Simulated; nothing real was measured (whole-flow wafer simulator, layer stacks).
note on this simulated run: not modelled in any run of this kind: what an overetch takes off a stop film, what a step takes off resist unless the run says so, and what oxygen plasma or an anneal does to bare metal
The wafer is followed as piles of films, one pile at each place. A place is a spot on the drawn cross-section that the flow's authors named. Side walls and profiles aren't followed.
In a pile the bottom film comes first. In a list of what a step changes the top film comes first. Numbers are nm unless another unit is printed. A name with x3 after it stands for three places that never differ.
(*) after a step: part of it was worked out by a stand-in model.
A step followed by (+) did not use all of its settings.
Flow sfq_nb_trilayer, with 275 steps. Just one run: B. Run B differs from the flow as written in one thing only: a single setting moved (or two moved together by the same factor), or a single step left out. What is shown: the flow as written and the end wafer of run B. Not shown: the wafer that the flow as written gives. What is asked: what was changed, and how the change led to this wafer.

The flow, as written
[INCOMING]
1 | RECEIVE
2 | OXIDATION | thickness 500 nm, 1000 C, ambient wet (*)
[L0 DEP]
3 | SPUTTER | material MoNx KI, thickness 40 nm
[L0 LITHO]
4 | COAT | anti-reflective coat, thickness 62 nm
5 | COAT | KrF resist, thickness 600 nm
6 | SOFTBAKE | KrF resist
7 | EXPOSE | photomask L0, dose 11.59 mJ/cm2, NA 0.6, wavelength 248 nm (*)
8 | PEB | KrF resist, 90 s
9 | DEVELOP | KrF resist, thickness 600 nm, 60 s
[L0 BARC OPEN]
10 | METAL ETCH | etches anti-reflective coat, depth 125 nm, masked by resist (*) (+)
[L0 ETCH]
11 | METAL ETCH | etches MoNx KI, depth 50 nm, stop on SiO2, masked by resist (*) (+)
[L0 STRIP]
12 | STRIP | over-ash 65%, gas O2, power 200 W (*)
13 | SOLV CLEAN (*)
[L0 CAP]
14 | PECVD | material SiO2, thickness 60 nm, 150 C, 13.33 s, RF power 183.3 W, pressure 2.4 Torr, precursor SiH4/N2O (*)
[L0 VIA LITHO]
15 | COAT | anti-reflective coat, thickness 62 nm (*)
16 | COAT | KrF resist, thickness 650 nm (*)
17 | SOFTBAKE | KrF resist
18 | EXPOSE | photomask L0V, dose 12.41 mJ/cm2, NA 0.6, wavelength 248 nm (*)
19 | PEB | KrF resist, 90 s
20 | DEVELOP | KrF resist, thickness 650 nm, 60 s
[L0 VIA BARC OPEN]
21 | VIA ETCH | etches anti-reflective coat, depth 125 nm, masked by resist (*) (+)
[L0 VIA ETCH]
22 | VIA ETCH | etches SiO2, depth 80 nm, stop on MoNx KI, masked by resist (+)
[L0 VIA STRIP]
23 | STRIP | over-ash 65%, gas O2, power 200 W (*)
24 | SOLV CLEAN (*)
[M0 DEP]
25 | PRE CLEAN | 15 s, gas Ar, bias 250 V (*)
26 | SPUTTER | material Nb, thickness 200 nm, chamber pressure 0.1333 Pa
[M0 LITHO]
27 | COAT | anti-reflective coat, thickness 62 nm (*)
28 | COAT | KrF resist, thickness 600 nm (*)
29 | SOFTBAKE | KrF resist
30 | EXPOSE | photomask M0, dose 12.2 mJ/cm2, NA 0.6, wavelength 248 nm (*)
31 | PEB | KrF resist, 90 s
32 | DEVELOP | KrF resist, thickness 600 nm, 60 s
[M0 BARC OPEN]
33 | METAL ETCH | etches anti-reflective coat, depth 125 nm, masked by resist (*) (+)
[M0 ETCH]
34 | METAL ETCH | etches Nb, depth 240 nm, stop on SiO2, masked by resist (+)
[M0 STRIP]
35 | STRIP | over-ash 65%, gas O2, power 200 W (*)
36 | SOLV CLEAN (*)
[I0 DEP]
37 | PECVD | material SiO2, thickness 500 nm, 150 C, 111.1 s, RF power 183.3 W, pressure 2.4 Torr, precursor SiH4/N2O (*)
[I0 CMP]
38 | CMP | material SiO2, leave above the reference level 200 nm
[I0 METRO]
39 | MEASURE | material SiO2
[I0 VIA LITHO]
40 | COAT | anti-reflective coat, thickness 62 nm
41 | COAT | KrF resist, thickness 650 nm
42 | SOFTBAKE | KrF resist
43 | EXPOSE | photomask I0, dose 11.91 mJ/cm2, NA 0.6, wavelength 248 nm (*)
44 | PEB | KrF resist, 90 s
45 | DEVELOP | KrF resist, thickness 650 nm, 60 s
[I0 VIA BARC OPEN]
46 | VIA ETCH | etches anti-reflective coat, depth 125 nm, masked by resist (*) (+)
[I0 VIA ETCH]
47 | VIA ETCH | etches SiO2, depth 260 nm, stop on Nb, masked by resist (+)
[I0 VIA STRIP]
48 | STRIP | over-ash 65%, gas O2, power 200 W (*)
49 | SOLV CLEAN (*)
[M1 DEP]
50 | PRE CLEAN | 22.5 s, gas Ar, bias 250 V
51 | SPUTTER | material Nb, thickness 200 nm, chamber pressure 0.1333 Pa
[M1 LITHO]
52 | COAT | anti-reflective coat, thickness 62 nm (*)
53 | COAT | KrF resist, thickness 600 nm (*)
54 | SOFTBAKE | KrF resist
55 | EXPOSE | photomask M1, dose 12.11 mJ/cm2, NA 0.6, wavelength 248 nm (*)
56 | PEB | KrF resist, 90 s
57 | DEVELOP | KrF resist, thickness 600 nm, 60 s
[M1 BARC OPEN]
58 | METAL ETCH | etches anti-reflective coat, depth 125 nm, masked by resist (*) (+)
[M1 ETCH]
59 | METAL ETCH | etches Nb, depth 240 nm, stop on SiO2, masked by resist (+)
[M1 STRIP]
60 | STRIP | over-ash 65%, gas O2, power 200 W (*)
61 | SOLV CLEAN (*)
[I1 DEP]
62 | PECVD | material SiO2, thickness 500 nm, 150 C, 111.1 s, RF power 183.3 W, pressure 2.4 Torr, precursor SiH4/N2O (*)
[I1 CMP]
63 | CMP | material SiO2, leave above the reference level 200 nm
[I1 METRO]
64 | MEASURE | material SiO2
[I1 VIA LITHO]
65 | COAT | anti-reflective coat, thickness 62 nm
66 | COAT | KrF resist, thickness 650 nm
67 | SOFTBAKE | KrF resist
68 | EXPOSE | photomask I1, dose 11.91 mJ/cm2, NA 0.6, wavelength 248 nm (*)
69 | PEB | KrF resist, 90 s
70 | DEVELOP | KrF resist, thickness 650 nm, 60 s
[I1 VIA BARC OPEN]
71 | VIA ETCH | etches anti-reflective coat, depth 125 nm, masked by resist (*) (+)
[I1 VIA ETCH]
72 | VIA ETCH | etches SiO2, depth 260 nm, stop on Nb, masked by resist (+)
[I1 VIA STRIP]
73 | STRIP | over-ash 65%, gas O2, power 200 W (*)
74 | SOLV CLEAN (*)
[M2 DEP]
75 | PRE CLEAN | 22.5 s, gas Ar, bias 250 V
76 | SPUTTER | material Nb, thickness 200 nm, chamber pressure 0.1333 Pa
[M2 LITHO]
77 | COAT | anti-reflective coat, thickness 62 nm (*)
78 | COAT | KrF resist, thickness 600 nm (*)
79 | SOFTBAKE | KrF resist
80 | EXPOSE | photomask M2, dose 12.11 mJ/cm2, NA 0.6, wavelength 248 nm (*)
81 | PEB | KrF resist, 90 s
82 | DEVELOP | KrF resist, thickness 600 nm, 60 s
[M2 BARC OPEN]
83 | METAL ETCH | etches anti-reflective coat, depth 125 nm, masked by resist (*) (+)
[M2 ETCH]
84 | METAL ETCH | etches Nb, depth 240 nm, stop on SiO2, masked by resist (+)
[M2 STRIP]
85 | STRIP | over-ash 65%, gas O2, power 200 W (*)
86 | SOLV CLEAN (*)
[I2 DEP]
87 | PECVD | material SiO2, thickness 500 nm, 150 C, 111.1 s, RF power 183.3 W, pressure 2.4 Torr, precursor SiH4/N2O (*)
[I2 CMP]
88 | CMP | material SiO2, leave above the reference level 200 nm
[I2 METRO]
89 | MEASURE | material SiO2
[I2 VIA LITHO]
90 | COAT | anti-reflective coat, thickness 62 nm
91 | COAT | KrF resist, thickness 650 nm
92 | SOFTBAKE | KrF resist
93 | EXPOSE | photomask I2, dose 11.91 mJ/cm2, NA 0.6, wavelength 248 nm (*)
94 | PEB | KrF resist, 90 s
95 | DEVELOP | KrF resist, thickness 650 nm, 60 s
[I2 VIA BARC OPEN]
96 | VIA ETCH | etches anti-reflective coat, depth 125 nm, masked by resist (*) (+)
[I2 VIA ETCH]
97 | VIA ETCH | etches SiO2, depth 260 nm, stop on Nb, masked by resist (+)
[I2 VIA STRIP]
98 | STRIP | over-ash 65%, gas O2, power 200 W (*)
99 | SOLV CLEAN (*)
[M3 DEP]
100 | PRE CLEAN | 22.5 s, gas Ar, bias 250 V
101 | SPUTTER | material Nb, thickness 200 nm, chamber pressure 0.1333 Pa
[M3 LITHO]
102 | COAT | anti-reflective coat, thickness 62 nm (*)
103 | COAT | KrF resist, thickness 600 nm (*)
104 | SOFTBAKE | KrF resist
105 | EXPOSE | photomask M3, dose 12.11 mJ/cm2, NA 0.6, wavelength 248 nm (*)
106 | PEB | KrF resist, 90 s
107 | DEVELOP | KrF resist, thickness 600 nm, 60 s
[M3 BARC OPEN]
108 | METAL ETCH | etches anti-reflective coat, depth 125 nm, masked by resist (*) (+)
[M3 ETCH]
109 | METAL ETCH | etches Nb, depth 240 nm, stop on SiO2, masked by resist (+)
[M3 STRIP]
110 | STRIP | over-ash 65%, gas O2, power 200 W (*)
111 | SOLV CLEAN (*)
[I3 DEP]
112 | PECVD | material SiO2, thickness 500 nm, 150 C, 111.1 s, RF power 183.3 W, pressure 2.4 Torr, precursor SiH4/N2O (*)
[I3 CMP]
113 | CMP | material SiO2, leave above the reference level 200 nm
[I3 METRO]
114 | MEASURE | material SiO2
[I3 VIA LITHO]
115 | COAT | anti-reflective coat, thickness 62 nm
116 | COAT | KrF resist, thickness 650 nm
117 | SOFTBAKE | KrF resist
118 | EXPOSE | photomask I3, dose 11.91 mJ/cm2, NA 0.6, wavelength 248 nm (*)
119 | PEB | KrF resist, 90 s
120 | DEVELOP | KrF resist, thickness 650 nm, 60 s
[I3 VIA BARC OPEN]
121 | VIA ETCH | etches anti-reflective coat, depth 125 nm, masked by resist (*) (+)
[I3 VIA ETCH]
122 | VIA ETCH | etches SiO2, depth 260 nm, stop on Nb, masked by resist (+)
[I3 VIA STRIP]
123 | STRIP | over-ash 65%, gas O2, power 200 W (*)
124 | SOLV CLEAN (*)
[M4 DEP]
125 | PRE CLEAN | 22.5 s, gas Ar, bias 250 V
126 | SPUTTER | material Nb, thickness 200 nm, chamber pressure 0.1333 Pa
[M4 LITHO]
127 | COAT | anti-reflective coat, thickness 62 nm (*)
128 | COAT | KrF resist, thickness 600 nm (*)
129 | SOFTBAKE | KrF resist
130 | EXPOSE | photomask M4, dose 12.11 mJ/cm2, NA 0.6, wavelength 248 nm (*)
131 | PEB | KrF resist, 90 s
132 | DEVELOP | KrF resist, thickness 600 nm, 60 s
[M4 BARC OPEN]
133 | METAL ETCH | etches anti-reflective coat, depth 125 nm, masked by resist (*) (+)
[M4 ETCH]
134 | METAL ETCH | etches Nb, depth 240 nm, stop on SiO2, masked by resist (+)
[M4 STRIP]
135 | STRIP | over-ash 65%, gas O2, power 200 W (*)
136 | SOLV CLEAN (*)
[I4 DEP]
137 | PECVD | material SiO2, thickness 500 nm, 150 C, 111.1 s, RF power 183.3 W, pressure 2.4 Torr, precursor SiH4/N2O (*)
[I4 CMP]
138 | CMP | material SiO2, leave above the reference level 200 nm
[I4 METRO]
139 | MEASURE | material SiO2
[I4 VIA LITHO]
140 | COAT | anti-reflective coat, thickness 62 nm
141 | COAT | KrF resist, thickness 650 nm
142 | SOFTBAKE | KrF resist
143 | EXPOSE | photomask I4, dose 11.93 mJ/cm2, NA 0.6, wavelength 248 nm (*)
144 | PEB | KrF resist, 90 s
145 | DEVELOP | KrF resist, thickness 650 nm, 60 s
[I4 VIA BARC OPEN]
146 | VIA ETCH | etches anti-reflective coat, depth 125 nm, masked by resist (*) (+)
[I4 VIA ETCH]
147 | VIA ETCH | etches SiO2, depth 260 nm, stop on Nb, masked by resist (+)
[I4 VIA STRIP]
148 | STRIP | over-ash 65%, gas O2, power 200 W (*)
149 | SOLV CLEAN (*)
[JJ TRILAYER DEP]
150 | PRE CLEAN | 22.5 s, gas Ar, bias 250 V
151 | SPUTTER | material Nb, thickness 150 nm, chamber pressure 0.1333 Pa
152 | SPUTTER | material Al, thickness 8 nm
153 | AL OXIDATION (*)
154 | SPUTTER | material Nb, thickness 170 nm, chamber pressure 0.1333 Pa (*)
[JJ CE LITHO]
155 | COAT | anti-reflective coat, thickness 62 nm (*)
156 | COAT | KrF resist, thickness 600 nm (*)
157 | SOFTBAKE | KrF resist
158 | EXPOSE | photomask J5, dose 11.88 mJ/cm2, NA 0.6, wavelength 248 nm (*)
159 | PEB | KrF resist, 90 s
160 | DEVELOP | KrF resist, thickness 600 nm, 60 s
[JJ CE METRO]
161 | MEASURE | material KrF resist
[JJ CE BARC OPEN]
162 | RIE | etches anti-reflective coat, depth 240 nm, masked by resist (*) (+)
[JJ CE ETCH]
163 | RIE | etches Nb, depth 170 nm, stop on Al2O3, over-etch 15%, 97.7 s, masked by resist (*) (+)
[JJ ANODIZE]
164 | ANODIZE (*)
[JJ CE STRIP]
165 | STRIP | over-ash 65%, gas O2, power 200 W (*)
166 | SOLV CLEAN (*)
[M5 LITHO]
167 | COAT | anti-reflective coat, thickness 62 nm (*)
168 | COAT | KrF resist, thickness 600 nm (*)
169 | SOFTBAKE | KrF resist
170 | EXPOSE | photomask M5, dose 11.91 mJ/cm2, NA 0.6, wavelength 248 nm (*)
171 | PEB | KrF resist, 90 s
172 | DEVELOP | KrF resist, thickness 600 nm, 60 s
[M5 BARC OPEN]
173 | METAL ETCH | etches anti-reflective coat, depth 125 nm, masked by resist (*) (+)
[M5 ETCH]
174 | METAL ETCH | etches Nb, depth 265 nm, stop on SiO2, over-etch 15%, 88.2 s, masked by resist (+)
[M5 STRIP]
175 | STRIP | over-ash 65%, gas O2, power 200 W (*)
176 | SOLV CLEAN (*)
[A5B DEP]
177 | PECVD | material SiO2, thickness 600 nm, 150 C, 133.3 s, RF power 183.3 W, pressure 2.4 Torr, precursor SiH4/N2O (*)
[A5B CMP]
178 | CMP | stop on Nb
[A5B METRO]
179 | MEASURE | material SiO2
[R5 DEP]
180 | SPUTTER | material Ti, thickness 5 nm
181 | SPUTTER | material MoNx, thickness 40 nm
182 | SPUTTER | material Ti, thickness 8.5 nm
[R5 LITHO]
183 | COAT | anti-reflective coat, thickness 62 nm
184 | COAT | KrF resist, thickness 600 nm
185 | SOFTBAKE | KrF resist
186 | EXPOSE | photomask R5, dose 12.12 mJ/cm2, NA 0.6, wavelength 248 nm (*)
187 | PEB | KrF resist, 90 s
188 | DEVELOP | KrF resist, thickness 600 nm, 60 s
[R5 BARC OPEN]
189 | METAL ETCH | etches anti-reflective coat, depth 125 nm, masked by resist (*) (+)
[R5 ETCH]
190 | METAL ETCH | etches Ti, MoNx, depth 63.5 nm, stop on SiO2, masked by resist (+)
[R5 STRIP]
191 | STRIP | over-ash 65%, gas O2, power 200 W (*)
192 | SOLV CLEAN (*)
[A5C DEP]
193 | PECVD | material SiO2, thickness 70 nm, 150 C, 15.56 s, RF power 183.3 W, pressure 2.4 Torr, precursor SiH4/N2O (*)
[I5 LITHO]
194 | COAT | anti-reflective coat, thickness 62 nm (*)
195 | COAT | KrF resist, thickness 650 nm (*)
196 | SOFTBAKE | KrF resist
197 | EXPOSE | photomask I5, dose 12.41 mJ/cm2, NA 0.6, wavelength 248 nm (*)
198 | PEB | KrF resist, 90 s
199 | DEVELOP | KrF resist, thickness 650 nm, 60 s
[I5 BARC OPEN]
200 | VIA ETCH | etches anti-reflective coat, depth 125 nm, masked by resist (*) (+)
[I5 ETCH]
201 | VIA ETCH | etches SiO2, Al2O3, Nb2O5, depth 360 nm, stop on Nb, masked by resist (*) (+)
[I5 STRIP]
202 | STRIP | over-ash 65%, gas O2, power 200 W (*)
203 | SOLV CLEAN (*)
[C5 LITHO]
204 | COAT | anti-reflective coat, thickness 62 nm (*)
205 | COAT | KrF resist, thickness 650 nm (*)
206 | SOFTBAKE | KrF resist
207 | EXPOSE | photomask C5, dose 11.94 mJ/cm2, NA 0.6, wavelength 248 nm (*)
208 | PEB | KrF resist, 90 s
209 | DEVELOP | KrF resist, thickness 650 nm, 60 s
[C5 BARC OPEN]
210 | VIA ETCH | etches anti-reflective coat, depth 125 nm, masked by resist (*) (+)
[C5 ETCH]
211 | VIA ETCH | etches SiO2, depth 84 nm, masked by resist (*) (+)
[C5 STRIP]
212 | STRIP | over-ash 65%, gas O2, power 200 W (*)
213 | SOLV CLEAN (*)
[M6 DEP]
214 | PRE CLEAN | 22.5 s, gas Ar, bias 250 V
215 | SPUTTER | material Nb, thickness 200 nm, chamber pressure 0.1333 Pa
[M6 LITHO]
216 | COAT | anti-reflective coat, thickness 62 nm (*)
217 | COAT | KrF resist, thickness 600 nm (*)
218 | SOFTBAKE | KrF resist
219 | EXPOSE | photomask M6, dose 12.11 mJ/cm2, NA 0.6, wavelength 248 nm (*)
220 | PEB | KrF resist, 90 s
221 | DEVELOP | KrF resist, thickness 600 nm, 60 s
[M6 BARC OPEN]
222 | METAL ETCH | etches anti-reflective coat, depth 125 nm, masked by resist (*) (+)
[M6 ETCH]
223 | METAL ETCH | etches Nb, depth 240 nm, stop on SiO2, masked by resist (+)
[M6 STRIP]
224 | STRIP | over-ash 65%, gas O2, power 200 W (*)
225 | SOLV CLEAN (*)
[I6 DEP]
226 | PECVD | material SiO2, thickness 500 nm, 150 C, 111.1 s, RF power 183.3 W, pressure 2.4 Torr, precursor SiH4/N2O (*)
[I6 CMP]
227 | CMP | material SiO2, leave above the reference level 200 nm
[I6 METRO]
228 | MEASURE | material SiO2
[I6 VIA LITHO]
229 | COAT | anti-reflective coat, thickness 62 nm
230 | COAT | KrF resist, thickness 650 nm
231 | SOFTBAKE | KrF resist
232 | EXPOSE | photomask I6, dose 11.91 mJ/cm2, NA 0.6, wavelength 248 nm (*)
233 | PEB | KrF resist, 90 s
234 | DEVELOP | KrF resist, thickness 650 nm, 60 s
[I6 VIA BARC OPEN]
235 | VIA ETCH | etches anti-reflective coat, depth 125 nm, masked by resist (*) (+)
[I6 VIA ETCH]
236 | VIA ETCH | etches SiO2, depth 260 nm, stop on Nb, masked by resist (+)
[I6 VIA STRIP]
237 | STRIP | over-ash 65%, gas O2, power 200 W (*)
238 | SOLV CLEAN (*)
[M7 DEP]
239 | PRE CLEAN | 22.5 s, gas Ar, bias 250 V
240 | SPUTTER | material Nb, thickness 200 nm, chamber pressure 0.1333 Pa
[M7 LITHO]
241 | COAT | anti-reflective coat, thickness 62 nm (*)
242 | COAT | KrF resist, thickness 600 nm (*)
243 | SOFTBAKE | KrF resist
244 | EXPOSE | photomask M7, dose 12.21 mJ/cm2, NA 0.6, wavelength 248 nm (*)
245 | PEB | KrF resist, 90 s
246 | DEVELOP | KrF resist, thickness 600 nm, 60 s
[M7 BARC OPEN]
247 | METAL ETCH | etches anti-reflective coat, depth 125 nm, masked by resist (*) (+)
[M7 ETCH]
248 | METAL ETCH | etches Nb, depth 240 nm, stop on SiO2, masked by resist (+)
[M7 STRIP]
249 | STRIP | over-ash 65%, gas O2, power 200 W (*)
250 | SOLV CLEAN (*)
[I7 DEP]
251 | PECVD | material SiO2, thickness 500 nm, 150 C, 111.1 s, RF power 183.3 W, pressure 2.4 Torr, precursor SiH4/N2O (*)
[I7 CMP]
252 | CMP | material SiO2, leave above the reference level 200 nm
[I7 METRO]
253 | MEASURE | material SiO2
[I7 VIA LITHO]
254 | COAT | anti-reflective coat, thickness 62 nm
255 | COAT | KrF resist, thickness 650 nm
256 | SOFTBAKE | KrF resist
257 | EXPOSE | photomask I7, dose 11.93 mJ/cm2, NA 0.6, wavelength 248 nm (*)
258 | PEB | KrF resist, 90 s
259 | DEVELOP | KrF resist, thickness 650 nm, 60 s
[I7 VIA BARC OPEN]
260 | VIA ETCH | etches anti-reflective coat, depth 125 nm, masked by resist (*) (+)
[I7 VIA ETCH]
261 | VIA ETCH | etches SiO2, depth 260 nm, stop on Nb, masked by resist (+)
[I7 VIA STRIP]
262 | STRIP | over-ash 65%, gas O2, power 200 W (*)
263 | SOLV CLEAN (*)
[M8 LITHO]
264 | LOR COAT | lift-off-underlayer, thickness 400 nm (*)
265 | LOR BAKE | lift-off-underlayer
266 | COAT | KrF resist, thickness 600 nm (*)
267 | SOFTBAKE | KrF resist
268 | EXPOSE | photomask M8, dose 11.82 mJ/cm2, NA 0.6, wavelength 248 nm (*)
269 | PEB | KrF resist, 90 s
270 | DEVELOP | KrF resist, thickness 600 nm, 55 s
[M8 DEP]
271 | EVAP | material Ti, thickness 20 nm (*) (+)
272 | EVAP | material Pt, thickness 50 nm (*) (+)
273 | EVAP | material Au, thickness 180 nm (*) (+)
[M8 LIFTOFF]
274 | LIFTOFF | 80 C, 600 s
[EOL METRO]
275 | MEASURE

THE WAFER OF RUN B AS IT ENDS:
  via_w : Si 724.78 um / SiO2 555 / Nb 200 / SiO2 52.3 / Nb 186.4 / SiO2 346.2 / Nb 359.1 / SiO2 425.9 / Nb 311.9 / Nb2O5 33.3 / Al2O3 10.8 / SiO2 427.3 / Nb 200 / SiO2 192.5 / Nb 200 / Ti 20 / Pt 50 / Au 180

Cause: step 47, VIA ETCH: depth 140 nm was run, though the flow has depth 260 nm.

Step by step, how the change led to this:
  47 | VIA ETCH | etches SiO2, depth 260 nm, stop on Nb, masked by resist (+)
      via_w: SiO2 loses 140 (as written it would have been: SiO2 loses 199.8 (all of it))
      field_l, v_sur, via_wl and 102 more: KrF resist loses 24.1 (as written it would have been: KrF resist loses 44.8)
  48 | STRIP | over-ash 65%, gas O2, power 200 W (*)
      field_l, v_sur, via_wl and 102 more: KrF resist loses 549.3 (all of it), anti-reflective coat loses 62 (all of it) (as written it would have been: KrF resist loses 528.6 (all of it), anti-reflective coat loses 62 (all of it))
  50 | PRE CLEAN | 22.5 s, gas Ar, bias 250 V
      via_w: SiO2 loses 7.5 (as written it would have been: Nb loses 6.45)
  51 | SPUTTER | material Nb, thickness 200 nm, chamber pressure 0.1333 Pa
      via_w: Nb gains 186.4 (new film) (as written it would have been: Nb gains 174.5)
  52 | COAT | anti-reflective coat, thickness 62 nm (*)
      via_wl: anti-reflective coat gains 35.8 (new film) (as written it would have been: anti-reflective coat gains 33.8 (new film))
      via_w: anti-reflective coat gains 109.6 (new film) (as written it would have been: anti-reflective coat gains 123.1 (new film))
      (also at 1 further place)
  53 | COAT | KrF resist, thickness 600 nm (*)
      via_w: KrF resist gains 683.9 (new film) (as written it would have been: KrF resist gains 731.8 (new film))
  60 | STRIP | over-ash 65%, gas O2, power 200 W (*)
      via_wl: KrF resist loses 390.7 (all of it), anti-reflective coat loses 35.8 (all of it) (as written it would have been: KrF resist loses 385.5 (all of it), anti-reflective coat loses 33.8 (all of it))
      via_w: KrF resist loses 466.1 (all of it), anti-reflective coat loses 109.6 (all of it) (as written it would have been: KrF resist loses 513.8 (all of it), anti-reflective coat loses 123.1 (all of it))
      (also at 1 further place)
  62 | PECVD | material SiO2, thickness 500 nm, 150 C, 111.1 s, RF power 183.3 W, pressure 2.4 Torr, precursor SiH4/N2O (*)
      via_w: SiO2 gains 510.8 (new film) (as written it would have been: SiO2 gains 606 (new film))
  63 | CMP | material SiO2, leave above the reference level 200 nm
      via_w: SiO2 loses 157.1 (as written it would have been: SiO2 loses 181.6)
Taking metal films that touch as one body, via_w has 6 bodies (between them, from the top down: SiO2 192.5; SiO2 427.3 / Al2O3 10.8 / Nb2O5 33.3; SiO2 425.9; SiO2 346.2; SiO2 52.3); the flow as written gives 5 bodies (between them, from the top down: SiO2 192.5; SiO2 427.3 / Al2O3 10.8 / Nb2O5 33.3; SiO2 425.9; SiO2 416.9).
